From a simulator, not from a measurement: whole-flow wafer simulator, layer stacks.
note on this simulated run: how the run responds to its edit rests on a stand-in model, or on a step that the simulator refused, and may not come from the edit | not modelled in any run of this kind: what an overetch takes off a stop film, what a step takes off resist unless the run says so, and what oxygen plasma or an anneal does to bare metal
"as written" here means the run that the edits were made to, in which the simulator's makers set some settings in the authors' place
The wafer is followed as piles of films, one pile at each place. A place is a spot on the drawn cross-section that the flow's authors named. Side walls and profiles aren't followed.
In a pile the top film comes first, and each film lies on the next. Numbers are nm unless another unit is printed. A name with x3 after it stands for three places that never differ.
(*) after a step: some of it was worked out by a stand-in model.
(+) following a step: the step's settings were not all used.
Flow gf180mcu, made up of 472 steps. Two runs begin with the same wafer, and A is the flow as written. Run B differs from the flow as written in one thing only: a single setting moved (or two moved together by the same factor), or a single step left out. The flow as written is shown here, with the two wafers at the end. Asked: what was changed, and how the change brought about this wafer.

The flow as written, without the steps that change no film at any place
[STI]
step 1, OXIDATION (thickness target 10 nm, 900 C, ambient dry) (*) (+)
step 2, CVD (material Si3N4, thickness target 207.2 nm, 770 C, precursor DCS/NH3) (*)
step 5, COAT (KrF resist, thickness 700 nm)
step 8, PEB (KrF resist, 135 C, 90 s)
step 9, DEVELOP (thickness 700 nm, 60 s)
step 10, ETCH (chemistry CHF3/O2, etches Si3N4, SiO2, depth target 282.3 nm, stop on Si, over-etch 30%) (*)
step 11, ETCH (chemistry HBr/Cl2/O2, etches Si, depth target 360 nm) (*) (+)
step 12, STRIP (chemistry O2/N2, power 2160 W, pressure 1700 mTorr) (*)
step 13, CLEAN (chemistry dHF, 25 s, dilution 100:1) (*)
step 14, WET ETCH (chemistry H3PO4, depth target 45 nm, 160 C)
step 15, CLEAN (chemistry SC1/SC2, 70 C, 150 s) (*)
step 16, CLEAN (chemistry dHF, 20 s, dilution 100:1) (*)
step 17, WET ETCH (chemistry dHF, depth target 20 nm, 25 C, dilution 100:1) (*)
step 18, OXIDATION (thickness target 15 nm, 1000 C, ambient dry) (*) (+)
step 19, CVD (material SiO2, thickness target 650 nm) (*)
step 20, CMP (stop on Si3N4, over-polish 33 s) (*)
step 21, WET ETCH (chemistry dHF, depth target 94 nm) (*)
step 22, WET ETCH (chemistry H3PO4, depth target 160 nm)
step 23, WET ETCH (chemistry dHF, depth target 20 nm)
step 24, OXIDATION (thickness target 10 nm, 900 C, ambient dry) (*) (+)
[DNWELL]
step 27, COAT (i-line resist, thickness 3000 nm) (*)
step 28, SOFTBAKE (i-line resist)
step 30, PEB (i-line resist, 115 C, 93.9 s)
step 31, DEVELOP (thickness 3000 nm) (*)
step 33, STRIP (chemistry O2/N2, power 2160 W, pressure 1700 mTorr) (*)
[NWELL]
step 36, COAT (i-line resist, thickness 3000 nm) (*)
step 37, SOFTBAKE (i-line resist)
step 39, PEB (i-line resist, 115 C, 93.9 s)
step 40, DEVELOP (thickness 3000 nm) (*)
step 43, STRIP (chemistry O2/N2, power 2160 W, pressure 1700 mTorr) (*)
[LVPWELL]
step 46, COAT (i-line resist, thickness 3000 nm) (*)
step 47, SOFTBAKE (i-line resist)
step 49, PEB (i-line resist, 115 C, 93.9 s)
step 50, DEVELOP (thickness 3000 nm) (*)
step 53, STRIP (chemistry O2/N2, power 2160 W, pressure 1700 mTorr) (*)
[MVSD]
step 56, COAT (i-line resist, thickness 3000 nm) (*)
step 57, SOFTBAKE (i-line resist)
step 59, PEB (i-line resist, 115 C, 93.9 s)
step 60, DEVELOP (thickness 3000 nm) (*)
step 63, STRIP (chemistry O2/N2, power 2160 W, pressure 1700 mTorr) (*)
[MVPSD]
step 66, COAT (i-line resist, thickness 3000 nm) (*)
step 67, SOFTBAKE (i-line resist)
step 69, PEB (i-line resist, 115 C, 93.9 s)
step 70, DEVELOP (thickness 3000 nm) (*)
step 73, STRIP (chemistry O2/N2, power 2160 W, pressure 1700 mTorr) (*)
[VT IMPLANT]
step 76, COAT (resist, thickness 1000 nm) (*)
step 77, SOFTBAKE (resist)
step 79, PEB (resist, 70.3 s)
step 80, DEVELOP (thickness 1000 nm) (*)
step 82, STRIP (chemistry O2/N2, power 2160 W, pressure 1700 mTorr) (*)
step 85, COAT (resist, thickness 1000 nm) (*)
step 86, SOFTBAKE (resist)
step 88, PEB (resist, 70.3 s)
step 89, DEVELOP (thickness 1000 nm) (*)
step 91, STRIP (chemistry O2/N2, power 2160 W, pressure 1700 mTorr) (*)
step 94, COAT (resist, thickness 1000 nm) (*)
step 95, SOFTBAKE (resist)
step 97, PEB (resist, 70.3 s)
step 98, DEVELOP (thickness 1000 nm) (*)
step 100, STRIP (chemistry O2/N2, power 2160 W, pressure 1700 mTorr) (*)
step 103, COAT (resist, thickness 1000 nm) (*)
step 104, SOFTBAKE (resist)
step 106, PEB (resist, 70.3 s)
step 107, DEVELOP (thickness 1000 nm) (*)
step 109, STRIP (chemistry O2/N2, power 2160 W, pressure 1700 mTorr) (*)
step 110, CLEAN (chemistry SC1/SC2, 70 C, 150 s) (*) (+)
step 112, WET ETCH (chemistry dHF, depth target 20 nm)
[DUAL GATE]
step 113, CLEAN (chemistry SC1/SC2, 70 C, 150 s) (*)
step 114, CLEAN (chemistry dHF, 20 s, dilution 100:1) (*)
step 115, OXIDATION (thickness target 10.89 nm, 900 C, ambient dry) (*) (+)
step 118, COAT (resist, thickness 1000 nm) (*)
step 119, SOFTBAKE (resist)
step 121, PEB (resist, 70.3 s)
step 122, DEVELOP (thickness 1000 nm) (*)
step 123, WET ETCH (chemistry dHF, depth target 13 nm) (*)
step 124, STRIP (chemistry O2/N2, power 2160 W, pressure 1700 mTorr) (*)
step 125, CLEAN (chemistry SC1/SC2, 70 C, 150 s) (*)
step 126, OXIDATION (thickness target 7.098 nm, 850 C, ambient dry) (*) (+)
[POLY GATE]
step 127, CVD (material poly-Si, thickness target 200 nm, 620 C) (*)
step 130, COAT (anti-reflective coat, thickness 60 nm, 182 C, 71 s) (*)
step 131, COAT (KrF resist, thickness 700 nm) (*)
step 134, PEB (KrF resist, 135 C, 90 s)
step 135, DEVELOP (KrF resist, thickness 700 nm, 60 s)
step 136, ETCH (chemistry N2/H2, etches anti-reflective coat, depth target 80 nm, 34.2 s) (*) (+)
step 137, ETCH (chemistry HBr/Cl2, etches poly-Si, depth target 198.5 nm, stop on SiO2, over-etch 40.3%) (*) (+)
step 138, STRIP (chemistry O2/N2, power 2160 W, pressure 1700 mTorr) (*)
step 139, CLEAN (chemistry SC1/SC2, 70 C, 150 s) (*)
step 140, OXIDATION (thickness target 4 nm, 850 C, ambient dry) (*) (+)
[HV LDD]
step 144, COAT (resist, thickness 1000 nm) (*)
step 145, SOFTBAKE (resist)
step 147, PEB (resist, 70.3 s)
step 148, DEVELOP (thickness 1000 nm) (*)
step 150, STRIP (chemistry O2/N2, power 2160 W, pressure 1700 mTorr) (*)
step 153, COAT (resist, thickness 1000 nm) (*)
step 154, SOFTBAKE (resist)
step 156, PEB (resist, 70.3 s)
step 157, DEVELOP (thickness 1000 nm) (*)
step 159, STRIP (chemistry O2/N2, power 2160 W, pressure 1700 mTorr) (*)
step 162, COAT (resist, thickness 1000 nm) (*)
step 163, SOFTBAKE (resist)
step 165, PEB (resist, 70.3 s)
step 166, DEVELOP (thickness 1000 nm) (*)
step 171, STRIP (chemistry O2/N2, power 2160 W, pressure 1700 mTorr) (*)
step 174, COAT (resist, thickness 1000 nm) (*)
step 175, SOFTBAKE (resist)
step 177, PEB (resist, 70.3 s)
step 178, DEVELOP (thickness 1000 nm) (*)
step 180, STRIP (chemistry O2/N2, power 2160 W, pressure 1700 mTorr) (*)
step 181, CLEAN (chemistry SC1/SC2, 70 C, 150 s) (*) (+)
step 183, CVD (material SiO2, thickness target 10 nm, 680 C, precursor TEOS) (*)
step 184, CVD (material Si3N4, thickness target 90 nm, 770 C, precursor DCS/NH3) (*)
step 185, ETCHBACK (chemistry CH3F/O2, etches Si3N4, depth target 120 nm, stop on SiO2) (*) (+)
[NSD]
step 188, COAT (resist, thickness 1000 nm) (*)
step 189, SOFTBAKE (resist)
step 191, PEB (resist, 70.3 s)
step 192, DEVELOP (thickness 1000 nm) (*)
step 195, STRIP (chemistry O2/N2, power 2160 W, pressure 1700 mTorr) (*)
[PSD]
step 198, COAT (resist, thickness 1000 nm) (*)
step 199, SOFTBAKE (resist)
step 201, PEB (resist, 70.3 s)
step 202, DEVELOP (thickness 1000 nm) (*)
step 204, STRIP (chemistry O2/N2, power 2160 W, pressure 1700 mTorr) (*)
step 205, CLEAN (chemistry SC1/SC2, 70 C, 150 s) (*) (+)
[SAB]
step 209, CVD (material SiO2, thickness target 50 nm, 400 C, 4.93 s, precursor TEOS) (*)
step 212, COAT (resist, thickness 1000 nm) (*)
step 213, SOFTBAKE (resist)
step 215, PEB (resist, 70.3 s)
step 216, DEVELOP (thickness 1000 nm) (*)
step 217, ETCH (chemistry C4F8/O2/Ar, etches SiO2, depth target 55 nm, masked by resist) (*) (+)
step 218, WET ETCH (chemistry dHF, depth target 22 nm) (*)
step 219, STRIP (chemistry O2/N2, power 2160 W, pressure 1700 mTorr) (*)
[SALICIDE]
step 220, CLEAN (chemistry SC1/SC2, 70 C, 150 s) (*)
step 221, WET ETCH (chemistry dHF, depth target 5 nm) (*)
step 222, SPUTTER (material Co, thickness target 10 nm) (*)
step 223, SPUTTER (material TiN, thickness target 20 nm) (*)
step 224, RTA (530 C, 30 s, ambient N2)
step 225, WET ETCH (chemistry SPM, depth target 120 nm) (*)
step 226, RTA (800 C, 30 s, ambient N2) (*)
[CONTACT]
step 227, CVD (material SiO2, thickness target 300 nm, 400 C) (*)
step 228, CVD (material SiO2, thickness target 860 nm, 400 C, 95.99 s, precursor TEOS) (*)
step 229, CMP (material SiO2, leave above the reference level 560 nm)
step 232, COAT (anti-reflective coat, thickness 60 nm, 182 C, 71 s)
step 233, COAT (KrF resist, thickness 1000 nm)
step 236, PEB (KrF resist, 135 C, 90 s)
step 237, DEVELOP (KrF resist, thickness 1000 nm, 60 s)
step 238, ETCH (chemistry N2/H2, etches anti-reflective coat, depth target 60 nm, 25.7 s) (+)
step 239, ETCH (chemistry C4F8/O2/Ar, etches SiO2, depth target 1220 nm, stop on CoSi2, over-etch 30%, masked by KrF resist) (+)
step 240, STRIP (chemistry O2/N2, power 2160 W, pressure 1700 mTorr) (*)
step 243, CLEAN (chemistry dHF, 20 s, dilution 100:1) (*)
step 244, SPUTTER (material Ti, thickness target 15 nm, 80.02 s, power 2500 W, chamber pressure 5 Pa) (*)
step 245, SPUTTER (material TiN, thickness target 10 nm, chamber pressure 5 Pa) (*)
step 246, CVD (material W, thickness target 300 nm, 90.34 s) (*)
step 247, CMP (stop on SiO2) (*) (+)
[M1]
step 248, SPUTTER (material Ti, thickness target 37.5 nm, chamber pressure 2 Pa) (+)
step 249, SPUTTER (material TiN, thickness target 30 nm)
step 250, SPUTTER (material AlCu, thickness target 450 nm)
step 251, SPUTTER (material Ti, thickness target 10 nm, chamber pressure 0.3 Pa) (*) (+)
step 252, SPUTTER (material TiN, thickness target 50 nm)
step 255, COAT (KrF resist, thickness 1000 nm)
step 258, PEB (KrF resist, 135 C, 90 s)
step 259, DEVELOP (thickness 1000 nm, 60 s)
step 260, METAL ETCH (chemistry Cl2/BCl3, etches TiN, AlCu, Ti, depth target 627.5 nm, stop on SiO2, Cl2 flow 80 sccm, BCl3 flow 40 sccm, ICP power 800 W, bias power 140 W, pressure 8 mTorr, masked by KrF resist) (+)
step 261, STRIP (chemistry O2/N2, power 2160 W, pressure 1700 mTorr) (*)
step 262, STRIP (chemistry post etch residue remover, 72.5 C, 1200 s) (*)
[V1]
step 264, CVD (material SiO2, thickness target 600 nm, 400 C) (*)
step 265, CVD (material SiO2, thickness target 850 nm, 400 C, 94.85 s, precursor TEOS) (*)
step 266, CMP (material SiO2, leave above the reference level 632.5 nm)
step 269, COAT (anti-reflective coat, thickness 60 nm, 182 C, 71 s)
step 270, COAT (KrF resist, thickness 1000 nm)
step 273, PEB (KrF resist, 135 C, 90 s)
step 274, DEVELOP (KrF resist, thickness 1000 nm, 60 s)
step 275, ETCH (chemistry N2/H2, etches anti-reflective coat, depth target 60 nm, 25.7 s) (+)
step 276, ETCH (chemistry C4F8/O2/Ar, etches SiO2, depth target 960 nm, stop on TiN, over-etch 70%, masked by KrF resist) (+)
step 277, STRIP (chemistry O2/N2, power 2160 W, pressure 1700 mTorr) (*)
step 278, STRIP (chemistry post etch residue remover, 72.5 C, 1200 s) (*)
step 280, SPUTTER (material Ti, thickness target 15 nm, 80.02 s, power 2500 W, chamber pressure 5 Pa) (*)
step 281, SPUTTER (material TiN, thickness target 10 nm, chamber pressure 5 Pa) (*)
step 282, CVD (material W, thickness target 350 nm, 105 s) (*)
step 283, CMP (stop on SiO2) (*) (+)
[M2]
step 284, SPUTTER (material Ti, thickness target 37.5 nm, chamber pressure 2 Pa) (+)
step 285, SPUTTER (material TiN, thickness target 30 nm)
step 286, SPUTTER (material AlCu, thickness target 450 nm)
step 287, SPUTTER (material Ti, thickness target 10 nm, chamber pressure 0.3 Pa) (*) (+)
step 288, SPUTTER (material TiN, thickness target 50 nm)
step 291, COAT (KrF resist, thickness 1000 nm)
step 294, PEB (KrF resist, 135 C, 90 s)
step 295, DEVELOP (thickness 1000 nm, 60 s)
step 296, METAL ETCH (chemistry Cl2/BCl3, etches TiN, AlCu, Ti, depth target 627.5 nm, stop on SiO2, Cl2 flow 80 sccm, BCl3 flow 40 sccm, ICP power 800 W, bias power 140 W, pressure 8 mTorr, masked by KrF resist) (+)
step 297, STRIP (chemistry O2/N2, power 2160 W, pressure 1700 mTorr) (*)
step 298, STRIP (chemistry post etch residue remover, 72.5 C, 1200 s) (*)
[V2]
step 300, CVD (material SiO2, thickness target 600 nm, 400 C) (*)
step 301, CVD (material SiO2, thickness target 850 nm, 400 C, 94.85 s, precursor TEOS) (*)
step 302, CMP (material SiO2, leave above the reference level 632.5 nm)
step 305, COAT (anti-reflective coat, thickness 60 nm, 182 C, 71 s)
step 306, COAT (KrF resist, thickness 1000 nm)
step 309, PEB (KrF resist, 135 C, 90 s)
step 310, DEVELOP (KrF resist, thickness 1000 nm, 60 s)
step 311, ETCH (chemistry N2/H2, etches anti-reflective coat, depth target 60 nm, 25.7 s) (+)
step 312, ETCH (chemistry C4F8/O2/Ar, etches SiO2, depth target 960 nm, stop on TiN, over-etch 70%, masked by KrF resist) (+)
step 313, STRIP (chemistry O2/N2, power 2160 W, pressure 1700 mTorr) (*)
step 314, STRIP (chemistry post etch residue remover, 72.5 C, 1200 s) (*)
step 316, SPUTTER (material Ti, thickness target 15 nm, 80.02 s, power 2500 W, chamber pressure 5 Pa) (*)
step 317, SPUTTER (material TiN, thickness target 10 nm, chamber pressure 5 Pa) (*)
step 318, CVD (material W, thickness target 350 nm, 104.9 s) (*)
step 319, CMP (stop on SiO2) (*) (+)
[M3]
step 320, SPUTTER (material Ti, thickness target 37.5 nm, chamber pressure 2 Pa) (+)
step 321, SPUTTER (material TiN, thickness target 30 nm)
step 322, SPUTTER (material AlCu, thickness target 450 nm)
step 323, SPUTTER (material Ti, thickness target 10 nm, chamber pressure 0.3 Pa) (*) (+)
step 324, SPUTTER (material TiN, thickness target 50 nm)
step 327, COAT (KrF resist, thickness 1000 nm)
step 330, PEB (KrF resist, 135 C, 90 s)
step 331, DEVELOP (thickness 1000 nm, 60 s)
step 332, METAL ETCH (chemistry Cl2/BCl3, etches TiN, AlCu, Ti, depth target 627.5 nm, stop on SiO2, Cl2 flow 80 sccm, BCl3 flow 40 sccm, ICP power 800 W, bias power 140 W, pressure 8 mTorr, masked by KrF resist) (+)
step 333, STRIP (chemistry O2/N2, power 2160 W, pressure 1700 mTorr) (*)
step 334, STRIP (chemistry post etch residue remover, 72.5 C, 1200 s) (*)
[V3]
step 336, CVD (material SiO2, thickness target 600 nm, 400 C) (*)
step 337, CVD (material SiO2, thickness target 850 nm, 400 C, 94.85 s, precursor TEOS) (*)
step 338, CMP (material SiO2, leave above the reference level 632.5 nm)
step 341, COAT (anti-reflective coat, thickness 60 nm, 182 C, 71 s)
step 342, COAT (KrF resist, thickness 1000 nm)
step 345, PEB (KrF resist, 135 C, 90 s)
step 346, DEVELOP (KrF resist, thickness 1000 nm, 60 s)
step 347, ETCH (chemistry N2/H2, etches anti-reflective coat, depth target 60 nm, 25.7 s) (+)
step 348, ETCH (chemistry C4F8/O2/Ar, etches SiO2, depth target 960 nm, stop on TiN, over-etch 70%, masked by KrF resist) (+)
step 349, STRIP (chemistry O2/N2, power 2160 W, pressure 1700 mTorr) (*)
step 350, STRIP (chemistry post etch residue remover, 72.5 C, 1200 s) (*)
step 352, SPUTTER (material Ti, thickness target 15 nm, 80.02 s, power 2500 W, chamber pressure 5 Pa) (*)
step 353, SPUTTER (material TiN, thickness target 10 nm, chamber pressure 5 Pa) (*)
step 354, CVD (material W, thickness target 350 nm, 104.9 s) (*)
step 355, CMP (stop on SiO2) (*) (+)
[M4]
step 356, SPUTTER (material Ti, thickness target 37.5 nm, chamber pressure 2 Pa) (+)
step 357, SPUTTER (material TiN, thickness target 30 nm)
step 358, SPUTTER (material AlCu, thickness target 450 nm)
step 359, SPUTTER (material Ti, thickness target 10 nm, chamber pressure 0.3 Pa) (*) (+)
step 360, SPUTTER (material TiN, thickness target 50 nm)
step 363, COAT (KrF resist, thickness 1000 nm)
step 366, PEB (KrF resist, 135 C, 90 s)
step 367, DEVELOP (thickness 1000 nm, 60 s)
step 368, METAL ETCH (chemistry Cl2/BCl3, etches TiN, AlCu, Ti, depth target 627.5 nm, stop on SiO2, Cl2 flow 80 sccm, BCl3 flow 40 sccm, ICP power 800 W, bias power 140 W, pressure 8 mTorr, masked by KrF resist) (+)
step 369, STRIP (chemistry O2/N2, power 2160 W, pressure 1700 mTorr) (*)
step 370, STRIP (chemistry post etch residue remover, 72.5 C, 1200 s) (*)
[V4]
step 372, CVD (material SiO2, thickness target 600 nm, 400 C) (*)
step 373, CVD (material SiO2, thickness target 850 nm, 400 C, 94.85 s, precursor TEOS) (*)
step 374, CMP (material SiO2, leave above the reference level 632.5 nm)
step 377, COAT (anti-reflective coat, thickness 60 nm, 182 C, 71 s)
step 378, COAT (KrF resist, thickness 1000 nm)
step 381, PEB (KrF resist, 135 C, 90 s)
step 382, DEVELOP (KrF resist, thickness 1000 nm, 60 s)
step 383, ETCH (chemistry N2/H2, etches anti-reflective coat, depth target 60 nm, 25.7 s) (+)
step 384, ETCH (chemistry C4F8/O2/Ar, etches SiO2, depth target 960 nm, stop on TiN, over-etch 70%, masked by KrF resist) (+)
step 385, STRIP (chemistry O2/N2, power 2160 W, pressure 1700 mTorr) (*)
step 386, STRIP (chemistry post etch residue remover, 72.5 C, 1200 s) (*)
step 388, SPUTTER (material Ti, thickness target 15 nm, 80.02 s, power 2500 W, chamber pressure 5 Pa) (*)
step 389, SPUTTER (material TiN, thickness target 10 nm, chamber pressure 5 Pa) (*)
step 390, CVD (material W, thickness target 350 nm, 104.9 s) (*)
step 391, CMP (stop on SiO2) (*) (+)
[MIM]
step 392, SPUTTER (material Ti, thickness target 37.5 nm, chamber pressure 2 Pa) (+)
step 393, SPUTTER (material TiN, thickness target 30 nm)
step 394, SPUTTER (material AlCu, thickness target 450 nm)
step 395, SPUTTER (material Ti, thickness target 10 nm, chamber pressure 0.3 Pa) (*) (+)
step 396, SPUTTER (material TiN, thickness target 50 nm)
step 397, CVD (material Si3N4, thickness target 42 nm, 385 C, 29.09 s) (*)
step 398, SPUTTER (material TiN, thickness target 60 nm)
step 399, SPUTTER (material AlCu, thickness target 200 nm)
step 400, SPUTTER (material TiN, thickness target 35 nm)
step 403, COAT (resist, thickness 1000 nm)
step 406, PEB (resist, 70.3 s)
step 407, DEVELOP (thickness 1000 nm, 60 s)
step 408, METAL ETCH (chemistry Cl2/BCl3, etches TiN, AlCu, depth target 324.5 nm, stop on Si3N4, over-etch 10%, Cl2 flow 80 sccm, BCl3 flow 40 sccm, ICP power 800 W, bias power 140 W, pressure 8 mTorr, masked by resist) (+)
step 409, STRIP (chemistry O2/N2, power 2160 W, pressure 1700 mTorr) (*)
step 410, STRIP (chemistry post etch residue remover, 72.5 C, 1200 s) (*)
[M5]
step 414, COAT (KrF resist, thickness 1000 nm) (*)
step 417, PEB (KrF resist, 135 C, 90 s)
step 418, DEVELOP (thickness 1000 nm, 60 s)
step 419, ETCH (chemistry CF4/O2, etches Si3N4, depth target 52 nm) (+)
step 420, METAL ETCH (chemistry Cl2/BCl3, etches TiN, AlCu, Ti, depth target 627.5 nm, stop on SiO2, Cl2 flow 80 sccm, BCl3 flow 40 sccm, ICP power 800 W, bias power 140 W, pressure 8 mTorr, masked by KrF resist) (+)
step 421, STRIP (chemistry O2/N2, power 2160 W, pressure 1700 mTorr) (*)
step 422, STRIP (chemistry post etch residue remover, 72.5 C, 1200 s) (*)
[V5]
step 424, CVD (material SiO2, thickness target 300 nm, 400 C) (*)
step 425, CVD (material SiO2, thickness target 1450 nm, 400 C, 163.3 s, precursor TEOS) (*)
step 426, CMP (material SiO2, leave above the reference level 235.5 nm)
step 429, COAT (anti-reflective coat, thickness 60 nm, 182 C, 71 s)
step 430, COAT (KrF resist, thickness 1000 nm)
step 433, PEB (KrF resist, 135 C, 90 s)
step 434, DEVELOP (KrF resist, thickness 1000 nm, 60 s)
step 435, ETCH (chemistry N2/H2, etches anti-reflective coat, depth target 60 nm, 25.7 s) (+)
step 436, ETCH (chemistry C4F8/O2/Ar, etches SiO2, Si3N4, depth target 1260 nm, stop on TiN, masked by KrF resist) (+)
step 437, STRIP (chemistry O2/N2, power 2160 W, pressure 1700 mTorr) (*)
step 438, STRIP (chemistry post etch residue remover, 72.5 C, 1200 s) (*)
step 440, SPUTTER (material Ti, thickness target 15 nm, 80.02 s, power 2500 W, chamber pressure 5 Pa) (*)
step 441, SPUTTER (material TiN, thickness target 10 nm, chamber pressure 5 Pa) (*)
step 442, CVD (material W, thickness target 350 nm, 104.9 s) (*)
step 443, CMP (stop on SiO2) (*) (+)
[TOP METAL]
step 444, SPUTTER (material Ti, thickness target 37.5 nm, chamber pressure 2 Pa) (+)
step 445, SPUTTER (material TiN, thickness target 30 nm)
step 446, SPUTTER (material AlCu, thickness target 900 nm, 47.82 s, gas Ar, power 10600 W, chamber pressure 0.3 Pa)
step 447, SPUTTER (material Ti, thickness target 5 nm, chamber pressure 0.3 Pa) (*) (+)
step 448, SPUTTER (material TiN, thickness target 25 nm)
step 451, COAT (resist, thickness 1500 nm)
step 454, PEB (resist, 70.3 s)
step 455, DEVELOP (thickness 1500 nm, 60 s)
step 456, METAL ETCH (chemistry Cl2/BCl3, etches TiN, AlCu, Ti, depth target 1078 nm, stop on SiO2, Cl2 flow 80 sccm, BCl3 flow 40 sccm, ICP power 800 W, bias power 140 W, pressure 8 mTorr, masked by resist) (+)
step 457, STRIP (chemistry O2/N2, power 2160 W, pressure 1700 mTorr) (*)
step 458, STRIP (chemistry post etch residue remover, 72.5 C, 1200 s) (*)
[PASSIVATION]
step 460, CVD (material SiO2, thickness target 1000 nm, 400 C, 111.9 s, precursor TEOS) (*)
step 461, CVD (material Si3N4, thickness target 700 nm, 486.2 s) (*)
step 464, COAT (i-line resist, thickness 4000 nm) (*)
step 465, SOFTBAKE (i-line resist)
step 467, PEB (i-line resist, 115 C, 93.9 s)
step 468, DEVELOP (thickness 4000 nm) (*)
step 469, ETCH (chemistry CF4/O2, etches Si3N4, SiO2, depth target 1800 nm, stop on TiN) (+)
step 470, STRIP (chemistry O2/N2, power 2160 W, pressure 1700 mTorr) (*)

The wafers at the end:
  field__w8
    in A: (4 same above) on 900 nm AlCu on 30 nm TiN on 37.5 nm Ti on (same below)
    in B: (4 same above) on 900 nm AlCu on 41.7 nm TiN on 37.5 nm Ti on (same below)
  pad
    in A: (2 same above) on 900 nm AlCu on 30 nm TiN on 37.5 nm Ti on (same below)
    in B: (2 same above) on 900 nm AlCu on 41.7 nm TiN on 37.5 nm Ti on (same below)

What caused this: step 445, SPUTTER: thickness target 41.7 nm was run, though the flow has thickness target 30 nm.
One can read it off the wafer: field__w8 has TiN 41.7, and step 445 as written asks for 30 nm.

How this came from the change, step by step:
  step 445, SPUTTER (material TiN, thickness target 30 nm)
      field, field__w1, field__w2 and 109 more: A +30 TiN (new film) | B +41.7 TiN (new film)
  step 456, METAL ETCH (chemistry Cl2/BCl3, etches TiN, AlCu, Ti, depth target 1078 nm, stop on SiO2, Cl2 flow 80 sccm, BCl3 flow 40 sccm, ICP power 800 W, bias power 140 W, pressure 8 mTorr, masked by resist) (+)
      field, field__w1, field__w2 and 103 more: A -25 TiN (all of it), -5 Ti (all of it), -900 AlCu (all of it), -30 TiN (all of it), -37.5 Ti (all of it) | B -25 TiN (all of it), -5 Ti (all of it), -900 AlCu (all of it), -41.7 TiN (all of it), -37.5 Ti (all of it)
  step 465, SOFTBAKE (i-line resist)
      gate: A +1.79 i-line resist | B -0.28 i-line resist
      ld_acc_p, ld_fp_p, ld_drift_p: A +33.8 i-line resist | B +27.4 i-line resist
      (as well as at 56 more places)
